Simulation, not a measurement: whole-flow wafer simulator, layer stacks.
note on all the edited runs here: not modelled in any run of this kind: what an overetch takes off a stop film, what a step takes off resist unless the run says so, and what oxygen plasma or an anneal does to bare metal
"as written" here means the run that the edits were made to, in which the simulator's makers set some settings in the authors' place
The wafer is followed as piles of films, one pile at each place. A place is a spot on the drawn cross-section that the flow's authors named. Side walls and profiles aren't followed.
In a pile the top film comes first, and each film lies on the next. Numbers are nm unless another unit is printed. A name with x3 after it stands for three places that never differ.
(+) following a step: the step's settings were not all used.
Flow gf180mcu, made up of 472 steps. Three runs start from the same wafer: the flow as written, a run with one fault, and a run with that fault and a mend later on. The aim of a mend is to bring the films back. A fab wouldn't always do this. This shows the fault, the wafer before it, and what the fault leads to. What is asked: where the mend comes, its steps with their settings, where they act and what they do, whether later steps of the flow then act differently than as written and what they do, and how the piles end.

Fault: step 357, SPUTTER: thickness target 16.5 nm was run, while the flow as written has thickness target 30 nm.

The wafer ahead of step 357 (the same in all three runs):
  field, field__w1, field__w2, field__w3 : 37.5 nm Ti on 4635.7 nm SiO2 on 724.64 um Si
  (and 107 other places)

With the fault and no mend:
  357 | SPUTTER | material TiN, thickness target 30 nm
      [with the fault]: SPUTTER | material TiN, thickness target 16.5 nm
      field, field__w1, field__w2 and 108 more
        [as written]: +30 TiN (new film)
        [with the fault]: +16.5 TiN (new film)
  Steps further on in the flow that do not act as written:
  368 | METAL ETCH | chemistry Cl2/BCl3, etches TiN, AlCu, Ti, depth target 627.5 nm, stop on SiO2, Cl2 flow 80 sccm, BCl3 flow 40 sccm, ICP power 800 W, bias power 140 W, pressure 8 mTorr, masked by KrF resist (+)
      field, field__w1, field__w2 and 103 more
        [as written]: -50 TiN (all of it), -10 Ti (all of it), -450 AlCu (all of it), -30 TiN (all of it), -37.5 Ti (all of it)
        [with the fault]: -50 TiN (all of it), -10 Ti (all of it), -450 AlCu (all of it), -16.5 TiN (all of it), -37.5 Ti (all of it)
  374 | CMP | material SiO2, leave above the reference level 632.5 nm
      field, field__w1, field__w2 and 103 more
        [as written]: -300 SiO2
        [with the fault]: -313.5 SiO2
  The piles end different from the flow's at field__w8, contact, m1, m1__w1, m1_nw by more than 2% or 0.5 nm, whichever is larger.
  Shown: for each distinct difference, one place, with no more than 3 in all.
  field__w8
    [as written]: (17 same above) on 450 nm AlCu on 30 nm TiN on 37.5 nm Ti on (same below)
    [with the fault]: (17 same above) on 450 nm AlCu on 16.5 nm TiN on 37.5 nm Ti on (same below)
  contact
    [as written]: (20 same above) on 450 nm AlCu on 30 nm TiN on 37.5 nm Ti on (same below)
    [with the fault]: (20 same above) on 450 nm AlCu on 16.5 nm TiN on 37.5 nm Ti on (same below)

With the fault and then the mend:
  The mend follows step 357.
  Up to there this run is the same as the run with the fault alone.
  357a | SPUTTER | material TiN, thickness target 13.5 nm (a further turn of the flow's step 357, with different settings)
      field, field__w1, field__w2 and 108 more
        +13.5 TiN
  None of the later steps of the flow acts differently than as written at any place that is followed.
  The piles end the same as the flow's at every place that both follow.
